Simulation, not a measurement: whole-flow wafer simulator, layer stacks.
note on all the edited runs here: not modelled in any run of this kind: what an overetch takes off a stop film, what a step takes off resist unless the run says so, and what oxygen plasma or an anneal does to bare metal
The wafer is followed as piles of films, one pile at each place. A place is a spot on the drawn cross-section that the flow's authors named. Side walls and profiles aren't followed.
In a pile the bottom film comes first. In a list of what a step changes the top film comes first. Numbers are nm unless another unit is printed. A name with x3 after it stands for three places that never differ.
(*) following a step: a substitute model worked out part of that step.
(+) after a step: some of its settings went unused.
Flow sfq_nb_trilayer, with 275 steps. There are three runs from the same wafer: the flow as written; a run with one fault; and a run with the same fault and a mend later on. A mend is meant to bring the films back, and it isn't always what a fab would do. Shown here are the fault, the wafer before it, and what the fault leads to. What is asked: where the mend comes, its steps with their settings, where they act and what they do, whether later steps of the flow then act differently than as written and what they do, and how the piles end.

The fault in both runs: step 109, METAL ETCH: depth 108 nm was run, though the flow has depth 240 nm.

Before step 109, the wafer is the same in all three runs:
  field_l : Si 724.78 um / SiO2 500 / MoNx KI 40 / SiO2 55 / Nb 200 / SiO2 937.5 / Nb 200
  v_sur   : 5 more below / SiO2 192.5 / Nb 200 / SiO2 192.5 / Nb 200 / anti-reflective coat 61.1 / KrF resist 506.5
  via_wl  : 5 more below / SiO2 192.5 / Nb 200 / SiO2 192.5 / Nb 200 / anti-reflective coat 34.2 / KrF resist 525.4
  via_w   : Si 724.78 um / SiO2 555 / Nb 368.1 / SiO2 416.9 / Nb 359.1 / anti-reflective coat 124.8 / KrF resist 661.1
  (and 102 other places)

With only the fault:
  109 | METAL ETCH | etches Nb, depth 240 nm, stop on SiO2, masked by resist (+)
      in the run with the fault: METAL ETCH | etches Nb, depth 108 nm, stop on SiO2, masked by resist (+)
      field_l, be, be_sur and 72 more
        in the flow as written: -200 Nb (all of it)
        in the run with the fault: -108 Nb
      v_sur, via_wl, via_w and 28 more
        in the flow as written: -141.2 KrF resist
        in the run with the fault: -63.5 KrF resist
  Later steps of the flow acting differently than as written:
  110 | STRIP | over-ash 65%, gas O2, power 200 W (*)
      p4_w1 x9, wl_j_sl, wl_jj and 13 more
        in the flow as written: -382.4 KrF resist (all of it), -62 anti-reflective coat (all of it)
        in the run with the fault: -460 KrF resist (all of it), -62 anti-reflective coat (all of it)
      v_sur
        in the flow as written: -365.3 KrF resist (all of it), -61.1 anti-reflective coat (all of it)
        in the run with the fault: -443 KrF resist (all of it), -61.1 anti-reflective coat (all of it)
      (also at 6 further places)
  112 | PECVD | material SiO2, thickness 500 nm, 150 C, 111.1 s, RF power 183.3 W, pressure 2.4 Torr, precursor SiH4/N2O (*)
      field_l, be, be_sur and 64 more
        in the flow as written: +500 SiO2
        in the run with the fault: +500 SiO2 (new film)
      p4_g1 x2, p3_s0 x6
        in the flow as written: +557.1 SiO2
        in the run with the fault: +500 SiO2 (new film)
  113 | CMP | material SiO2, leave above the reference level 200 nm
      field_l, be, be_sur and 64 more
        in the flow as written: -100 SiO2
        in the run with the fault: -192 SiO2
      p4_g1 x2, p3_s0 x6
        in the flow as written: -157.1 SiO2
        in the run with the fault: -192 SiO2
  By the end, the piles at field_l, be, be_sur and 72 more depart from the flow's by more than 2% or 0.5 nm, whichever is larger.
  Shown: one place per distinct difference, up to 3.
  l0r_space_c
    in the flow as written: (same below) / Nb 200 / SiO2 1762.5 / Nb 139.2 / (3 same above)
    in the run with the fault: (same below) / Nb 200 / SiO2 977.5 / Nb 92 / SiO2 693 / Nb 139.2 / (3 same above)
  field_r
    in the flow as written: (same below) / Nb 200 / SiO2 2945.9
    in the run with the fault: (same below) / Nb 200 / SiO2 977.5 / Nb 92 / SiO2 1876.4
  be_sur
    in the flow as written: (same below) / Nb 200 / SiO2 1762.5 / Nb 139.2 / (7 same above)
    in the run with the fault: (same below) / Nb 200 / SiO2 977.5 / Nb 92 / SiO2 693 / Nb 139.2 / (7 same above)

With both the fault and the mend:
  The mend stands after step 109.
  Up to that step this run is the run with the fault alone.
  109a | METAL ETCH | etches Nb, depth 132 nm, stop on SiO2, masked by resist (+) (the flow's step 109 again, with other settings)
      field_l, be, be_sur and 72 more
        -92 Nb (all of it)
      v_sur, via_wl, via_w and 28 more
        -77.6 KrF resist
  None of the later steps of the flow acts differently than as written at any place that is followed.
  At every place that both follow, the piles at the end match the flow's.
